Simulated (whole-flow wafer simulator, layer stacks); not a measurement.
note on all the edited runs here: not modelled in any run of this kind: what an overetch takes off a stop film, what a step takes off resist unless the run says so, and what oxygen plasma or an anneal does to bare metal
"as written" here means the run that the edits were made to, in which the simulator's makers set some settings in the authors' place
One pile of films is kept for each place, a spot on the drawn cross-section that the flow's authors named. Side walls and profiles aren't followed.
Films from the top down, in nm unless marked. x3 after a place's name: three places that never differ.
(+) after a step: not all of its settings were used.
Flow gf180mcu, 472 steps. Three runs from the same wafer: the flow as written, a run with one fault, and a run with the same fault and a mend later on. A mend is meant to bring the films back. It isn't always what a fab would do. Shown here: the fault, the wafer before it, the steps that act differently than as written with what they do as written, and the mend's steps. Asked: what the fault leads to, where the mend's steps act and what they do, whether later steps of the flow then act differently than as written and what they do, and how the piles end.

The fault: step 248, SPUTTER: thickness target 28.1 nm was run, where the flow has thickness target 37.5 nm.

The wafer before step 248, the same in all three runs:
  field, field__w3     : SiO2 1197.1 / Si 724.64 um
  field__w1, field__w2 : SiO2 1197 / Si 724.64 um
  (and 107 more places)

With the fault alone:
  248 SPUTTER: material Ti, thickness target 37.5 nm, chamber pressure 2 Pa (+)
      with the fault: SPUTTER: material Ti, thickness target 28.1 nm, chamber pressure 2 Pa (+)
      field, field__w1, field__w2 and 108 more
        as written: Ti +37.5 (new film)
        with the fault: Ti +28.1 (new film)
  Later steps of the flow that act differently than as written:
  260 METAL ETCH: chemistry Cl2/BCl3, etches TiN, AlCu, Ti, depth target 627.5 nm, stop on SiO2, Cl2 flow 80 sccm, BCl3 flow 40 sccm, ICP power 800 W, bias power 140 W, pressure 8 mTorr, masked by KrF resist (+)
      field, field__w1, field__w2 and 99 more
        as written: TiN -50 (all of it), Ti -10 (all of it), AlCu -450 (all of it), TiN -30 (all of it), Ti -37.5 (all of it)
        with the fault: TiN -50 (all of it), Ti -10 (all of it), AlCu -450 (all of it), TiN -30 (all of it), Ti -28.1 (all of it)
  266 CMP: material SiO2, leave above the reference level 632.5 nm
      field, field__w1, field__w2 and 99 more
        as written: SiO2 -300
        with the fault: SiO2 -309.4
  At the end the piles differ from the flow's by more than 2% or 0.5 nm, whichever is larger, at field__w8, contact, m1 and 6 more.
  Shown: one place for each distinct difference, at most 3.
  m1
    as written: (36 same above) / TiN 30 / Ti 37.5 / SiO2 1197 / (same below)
    with the fault: (36 same above) / TiN 30 / Ti 28.1 / SiO2 1197 / (same below)
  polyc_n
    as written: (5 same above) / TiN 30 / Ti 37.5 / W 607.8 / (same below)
    with the fault: (5 same above) / TiN 30 / Ti 28.1 / W 607.8 / (same below)
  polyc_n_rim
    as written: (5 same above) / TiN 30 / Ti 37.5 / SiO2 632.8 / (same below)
    with the fault: (5 same above) / TiN 30 / Ti 28.1 / SiO2 632.8 / (same below)

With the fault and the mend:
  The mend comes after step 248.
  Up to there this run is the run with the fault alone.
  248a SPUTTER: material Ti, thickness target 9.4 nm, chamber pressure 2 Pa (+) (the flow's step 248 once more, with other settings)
      field, field__w1, field__w2 and 108 more
        Ti +9.4
  No later step of the flow acts differently than as written at any place that is followed.
  At the end the piles are the same as the flow's at every place that both follow.
